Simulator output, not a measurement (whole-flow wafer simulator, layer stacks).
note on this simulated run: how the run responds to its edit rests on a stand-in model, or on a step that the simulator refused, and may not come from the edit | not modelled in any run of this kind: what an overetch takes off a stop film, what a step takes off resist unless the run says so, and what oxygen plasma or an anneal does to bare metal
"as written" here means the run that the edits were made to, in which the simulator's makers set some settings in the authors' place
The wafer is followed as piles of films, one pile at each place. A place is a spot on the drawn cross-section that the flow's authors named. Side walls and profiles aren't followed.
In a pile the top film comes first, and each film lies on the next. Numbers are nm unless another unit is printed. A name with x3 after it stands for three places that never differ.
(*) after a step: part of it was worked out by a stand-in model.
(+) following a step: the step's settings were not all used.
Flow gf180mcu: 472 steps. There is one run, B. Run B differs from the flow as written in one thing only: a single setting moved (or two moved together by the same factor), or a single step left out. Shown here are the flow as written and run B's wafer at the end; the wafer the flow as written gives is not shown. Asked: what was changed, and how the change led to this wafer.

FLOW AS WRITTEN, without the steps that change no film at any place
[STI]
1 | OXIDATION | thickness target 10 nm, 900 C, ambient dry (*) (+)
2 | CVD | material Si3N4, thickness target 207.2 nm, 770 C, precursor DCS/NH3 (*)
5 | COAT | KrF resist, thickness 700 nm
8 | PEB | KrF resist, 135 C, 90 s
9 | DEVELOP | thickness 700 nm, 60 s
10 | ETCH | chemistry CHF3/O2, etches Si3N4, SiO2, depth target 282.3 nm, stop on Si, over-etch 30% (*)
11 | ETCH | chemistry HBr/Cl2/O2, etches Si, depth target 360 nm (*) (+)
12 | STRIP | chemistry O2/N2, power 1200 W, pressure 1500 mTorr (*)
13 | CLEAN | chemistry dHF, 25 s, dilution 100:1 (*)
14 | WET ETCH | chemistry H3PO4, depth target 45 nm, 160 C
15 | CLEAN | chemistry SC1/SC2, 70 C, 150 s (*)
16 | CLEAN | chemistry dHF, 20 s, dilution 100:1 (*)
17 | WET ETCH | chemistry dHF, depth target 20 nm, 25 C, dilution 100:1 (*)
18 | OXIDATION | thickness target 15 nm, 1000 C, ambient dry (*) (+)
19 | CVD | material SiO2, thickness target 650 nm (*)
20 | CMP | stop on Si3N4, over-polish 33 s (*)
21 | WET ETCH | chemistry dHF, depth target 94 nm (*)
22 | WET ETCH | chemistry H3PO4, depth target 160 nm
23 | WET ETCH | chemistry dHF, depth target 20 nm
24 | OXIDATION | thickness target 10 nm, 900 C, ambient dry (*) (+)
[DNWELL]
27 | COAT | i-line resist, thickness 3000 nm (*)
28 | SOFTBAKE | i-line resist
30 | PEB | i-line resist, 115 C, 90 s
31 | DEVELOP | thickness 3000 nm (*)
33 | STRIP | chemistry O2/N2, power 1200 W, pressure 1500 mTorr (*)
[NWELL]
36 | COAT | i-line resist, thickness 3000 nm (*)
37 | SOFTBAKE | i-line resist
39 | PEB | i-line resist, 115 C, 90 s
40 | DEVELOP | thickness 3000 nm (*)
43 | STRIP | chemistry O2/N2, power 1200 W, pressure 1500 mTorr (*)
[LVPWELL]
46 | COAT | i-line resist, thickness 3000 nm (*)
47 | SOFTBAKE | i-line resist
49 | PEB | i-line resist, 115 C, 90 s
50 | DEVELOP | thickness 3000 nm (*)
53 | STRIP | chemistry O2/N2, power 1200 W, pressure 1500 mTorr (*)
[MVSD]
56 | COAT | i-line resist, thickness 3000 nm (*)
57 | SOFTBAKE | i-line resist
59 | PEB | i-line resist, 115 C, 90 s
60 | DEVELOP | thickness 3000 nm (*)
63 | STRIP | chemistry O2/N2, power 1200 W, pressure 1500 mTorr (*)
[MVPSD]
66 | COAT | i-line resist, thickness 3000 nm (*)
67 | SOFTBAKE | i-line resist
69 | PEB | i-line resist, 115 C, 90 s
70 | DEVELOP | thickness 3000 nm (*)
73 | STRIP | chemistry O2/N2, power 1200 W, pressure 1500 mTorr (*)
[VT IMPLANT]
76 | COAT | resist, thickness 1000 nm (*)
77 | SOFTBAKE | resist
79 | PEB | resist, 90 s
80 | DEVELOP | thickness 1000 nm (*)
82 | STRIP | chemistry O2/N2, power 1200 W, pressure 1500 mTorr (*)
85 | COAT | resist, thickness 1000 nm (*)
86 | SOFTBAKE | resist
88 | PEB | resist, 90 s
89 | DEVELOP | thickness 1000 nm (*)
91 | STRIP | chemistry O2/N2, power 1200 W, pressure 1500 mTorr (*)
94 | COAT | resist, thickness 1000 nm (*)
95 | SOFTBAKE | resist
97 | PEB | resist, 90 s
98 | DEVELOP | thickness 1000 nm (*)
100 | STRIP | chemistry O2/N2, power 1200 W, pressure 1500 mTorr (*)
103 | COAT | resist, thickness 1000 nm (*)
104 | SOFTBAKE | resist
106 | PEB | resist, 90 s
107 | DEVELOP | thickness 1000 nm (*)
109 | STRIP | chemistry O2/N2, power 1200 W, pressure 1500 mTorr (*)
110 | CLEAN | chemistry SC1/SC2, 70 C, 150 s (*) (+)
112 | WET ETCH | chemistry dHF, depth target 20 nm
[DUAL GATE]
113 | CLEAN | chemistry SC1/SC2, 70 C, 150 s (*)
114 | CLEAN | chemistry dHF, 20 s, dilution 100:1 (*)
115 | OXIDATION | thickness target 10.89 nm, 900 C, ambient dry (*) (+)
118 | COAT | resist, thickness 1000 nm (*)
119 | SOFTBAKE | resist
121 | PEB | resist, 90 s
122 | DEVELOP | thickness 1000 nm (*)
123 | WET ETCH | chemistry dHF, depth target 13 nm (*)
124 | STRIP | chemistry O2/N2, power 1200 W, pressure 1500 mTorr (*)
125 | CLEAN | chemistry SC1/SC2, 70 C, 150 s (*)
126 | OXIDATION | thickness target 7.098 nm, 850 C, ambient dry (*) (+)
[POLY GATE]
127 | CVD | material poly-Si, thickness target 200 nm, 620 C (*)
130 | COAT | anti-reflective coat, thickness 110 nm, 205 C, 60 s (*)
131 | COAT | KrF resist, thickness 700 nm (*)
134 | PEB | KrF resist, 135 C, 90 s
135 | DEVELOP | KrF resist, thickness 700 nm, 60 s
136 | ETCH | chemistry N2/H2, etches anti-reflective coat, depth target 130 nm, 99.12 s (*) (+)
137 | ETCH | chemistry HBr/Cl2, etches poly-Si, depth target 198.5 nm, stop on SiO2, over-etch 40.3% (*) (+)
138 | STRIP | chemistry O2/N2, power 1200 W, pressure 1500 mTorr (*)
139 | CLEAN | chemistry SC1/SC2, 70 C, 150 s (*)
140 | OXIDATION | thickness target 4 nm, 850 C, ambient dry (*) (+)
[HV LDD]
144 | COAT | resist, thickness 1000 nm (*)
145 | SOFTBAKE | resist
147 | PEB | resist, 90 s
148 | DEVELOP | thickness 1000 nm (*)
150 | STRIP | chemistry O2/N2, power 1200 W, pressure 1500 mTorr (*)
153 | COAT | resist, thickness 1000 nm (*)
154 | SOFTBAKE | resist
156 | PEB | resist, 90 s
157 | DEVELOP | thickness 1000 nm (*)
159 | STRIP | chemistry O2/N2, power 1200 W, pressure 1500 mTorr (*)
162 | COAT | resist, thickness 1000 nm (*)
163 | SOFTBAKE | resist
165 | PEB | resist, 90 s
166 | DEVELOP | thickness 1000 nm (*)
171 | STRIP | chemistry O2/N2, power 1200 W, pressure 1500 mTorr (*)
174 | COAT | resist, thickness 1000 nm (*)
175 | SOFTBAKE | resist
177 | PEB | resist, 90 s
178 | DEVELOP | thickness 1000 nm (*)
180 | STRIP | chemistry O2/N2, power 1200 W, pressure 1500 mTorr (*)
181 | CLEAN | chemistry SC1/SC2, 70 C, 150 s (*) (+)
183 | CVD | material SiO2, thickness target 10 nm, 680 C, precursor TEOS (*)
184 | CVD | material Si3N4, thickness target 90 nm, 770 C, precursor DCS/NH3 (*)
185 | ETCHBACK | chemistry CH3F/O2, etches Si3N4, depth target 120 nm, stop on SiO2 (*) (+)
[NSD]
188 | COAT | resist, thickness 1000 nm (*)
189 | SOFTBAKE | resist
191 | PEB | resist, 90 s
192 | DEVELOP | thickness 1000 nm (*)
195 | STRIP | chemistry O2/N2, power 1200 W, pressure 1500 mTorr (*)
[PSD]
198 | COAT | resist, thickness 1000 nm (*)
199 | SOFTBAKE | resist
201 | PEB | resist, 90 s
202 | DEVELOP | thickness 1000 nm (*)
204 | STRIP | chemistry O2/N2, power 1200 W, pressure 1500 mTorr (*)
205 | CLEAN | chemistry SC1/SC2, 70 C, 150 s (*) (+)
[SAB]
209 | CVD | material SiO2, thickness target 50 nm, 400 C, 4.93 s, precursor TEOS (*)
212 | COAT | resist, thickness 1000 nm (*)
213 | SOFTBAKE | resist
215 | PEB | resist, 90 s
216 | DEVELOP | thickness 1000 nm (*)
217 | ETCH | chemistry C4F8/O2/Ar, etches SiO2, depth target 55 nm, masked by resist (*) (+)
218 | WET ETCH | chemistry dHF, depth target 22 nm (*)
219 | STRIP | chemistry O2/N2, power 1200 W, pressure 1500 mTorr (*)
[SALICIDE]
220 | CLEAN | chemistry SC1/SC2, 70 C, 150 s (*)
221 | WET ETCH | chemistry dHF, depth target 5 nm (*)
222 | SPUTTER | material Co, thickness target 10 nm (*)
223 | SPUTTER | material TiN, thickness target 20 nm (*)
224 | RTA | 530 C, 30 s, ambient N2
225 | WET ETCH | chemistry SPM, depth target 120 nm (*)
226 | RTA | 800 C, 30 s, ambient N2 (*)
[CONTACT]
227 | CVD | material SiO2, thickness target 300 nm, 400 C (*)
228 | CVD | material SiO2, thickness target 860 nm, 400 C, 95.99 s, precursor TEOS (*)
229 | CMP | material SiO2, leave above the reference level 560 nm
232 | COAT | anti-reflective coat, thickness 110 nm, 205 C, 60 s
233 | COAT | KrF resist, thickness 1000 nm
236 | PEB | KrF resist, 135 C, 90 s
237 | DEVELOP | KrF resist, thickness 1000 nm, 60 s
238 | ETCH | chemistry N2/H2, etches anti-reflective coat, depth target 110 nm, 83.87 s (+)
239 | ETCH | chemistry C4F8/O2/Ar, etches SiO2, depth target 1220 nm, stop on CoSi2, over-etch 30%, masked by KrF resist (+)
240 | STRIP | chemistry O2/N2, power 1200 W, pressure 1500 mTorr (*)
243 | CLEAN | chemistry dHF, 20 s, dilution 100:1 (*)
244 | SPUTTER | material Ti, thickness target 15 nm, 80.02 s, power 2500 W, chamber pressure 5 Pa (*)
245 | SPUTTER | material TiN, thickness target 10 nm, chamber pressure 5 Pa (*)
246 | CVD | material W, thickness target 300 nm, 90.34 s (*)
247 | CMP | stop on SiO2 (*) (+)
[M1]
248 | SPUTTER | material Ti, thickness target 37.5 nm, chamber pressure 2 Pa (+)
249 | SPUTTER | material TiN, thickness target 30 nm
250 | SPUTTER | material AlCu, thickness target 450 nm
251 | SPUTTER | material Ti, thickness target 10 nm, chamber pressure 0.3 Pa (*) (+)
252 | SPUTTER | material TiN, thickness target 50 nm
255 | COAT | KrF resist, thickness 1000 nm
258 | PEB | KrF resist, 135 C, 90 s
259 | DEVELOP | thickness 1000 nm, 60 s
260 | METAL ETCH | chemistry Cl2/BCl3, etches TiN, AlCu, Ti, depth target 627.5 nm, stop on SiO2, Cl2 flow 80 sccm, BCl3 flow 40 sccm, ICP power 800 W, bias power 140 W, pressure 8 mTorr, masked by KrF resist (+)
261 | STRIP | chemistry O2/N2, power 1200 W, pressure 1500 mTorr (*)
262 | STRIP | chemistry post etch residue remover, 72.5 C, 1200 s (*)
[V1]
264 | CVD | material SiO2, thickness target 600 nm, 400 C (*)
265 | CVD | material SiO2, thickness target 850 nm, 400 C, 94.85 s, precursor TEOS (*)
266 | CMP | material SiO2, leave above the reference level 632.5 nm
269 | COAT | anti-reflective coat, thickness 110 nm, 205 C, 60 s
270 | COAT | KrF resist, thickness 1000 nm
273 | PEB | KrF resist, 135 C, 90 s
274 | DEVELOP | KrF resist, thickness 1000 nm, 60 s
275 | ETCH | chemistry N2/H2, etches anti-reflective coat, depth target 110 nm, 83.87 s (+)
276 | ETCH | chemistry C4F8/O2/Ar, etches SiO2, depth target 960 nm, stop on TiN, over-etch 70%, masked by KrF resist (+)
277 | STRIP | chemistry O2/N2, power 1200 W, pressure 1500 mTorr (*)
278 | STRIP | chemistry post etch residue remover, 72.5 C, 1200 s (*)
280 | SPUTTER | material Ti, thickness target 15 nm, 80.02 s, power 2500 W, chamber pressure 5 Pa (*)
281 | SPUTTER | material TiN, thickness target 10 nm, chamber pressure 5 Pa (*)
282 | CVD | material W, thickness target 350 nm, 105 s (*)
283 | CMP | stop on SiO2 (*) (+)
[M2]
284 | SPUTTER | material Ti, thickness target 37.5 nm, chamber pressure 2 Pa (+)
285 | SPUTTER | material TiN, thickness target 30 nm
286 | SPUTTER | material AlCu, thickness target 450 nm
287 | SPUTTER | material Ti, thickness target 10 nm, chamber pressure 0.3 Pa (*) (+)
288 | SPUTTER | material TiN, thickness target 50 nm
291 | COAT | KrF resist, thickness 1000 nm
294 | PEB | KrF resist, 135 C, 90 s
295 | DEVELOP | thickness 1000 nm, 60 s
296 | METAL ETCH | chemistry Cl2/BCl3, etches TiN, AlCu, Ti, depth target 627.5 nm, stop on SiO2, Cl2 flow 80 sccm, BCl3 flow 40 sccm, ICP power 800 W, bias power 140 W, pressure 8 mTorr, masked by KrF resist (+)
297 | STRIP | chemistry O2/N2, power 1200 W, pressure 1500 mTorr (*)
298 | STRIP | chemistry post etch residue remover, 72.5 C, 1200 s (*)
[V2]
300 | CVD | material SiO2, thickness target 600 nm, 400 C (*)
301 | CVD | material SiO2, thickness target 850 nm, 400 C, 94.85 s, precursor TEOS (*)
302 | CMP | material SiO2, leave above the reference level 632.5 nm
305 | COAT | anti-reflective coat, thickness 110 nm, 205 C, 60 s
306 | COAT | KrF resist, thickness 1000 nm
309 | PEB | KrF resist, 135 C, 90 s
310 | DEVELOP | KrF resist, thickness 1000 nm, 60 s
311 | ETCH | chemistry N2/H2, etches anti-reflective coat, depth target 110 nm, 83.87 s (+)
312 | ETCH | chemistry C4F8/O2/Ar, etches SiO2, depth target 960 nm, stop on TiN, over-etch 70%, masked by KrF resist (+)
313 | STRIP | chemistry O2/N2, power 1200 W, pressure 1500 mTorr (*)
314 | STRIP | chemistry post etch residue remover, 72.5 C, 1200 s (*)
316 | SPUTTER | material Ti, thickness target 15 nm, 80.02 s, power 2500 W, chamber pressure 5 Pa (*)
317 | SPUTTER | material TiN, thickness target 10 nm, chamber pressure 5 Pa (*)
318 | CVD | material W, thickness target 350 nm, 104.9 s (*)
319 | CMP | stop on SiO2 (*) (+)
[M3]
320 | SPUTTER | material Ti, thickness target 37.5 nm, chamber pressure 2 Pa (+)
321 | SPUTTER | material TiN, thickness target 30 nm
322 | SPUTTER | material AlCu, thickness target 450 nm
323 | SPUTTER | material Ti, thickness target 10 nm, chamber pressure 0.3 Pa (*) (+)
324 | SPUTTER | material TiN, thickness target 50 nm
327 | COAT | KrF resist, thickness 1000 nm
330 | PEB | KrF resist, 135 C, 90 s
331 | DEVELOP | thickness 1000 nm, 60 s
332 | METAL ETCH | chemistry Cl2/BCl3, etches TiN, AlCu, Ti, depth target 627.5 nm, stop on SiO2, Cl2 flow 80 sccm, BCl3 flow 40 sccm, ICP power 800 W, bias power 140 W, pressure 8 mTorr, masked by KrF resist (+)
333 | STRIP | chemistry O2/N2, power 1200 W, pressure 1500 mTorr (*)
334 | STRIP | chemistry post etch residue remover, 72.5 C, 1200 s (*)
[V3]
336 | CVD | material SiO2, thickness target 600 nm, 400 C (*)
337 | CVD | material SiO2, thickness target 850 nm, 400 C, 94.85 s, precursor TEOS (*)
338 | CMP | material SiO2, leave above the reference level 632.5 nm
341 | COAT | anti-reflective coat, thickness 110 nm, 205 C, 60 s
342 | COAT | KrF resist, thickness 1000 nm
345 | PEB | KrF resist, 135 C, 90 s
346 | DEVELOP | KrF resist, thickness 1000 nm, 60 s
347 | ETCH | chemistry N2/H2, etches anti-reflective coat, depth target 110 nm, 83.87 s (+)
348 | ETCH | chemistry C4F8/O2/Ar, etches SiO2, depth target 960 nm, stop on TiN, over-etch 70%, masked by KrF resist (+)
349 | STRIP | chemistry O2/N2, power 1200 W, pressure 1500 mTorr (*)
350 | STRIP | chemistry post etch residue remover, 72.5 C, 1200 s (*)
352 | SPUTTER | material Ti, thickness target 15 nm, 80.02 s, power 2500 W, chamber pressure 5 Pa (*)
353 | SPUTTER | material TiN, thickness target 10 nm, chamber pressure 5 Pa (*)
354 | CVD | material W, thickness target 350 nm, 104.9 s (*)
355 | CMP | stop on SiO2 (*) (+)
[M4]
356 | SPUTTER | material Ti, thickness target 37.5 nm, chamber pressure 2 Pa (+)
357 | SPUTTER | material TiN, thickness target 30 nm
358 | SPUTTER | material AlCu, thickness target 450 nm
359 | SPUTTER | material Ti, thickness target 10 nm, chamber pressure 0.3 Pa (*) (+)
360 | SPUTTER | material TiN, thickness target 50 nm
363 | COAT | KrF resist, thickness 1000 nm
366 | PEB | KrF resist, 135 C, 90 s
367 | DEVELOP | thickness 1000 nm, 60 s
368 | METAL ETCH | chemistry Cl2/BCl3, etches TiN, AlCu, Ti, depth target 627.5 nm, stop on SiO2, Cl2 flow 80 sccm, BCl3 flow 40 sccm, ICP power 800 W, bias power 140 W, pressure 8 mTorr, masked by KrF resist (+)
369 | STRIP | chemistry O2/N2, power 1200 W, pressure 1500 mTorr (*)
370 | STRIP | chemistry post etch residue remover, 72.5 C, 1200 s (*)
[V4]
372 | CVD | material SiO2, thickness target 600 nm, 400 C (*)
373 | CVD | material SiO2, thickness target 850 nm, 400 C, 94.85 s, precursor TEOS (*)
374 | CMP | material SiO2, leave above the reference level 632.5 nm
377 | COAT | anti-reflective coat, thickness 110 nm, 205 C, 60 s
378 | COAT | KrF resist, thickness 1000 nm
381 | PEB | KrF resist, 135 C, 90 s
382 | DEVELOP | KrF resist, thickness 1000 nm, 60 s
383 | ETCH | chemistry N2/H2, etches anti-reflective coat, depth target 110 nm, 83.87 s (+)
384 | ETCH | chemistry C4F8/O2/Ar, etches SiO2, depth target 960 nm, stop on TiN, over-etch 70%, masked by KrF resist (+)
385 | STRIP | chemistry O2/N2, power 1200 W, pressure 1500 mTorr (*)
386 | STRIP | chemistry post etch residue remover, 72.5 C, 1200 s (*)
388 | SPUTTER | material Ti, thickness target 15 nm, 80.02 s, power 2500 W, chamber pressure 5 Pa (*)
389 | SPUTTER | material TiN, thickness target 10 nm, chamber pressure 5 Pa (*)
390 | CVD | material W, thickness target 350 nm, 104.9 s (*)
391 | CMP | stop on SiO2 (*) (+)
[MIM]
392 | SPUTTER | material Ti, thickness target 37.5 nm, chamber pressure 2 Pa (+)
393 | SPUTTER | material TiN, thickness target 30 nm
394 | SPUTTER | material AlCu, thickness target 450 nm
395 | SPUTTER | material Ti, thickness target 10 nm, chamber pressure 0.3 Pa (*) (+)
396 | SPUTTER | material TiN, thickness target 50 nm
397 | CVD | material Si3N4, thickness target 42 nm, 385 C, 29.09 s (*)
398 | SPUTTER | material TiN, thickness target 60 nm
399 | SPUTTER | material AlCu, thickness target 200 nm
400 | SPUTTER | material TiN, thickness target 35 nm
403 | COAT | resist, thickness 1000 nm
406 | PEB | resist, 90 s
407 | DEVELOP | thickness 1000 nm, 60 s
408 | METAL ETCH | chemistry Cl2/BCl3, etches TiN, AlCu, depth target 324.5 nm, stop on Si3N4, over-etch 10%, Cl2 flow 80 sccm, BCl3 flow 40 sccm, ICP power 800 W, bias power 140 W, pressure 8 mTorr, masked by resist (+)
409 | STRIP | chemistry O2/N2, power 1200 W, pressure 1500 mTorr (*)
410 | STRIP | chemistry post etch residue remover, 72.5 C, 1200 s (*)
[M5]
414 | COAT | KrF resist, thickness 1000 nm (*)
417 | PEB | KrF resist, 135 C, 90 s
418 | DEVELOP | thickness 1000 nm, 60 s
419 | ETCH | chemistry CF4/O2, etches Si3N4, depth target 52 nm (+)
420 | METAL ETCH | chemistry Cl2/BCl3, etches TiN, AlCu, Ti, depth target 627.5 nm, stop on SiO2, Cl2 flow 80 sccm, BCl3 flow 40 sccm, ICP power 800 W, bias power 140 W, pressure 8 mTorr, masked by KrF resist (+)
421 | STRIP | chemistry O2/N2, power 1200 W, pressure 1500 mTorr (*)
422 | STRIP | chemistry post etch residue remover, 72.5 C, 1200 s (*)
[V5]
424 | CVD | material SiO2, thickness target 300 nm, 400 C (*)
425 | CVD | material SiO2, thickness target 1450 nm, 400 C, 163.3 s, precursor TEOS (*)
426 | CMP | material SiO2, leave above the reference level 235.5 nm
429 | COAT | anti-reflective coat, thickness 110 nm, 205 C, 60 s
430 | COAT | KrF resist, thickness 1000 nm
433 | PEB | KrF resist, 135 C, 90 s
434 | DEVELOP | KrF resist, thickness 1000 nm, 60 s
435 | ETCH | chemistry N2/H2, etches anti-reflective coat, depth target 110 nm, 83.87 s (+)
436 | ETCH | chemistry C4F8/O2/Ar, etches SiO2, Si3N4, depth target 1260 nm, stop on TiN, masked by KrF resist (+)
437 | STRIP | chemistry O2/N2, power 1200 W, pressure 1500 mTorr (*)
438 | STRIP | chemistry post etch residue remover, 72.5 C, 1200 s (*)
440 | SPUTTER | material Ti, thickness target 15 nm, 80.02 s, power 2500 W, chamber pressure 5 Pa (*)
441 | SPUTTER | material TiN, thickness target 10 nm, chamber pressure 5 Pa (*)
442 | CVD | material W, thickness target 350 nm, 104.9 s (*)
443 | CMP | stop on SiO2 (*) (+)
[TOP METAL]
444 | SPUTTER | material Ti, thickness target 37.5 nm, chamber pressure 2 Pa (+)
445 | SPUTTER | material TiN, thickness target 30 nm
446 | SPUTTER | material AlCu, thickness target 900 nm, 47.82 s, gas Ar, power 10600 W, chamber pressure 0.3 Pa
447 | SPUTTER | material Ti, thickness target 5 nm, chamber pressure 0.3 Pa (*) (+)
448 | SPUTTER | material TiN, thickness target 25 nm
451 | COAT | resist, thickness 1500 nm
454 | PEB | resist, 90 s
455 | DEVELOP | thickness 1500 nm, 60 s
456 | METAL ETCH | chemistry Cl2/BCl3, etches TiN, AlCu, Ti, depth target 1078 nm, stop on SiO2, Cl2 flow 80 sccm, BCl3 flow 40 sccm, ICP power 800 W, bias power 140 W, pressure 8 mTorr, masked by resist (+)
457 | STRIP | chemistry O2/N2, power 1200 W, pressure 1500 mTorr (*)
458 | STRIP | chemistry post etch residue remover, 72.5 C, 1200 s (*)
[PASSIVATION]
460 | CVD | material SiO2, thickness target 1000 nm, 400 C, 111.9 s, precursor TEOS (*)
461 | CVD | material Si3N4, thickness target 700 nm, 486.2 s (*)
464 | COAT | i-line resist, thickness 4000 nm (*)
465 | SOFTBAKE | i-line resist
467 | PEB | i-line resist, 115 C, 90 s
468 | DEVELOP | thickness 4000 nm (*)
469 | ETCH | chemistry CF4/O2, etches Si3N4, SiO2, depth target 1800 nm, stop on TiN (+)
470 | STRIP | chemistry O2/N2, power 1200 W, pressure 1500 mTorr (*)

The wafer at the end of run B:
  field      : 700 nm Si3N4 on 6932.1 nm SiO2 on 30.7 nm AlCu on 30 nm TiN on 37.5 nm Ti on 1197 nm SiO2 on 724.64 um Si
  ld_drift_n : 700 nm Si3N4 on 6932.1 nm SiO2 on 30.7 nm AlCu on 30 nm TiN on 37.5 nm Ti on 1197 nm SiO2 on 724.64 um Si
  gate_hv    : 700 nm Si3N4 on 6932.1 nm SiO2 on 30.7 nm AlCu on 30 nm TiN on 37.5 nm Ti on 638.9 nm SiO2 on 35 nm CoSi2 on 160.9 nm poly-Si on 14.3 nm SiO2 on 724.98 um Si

Cause: step 260, METAL ETCH: depth target 473.6 nm was run, while the flow as written has depth target 627.5 nm.

Step by step, how the change led to this:
  260 | METAL ETCH | chemistry Cl2/BCl3, etches TiN, AlCu, Ti, depth target 627.5 nm, stop on SiO2, Cl2 flow 80 sccm, BCl3 flow 40 sccm, ICP power 800 W, bias power 140 W, pressure 8 mTorr, masked by KrF resist (+)
      field, field__w1, field__w2 and 99 more: -50 TiN (all of it), -10 Ti (all of it), -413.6 AlCu (in the flow as written it would be: -50 TiN (all of it), -10 Ti (all of it), -450 AlCu (all of it), -30 TiN (all of it), -37.5 Ti (all of it))
      field__w8, contact, m1 and 6 more: -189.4 KrF resist (in the flow as written it would be: -251 KrF resist)
  261 | STRIP | chemistry O2/N2, power 1200 W, pressure 1500 mTorr (*)
      field__w8, contact, m1 and 6 more: -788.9 KrF resist (all of it) (in the flow as written it would be: -727.4 KrF resist (all of it))
  262 | STRIP | chemistry post etch residue remover, 72.5 C, 1200 s (*)
      field, field__w1, field__w2 and 99 more: -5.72 AlCu (in the flow as written it would be: nothing)
  264 | CVD | material SiO2, thickness target 600 nm, 400 C (*)
      field, field__w1, field__w2 and 99 more: +600 SiO2 (new film) (in the flow as written it would be: +600 SiO2)
  266 | CMP | material SiO2, leave above the reference level 632.5 nm
      field, field__w1, field__w2 and 99 more: -398.2 SiO2 (in the flow as written it would be: -300 SiO2)
If metal films that touch count as one body, field has 1 body; the flow as written gives 0 bodies.
If metal films that touch count as one body, ld_drift_n has 1 body; the flow as written gives 0 bodies.
If metal films that touch count as one body, gate_hv has 2 bodies (between them, from the top down: SiO2 638.9); the flow as written gives 1 body.
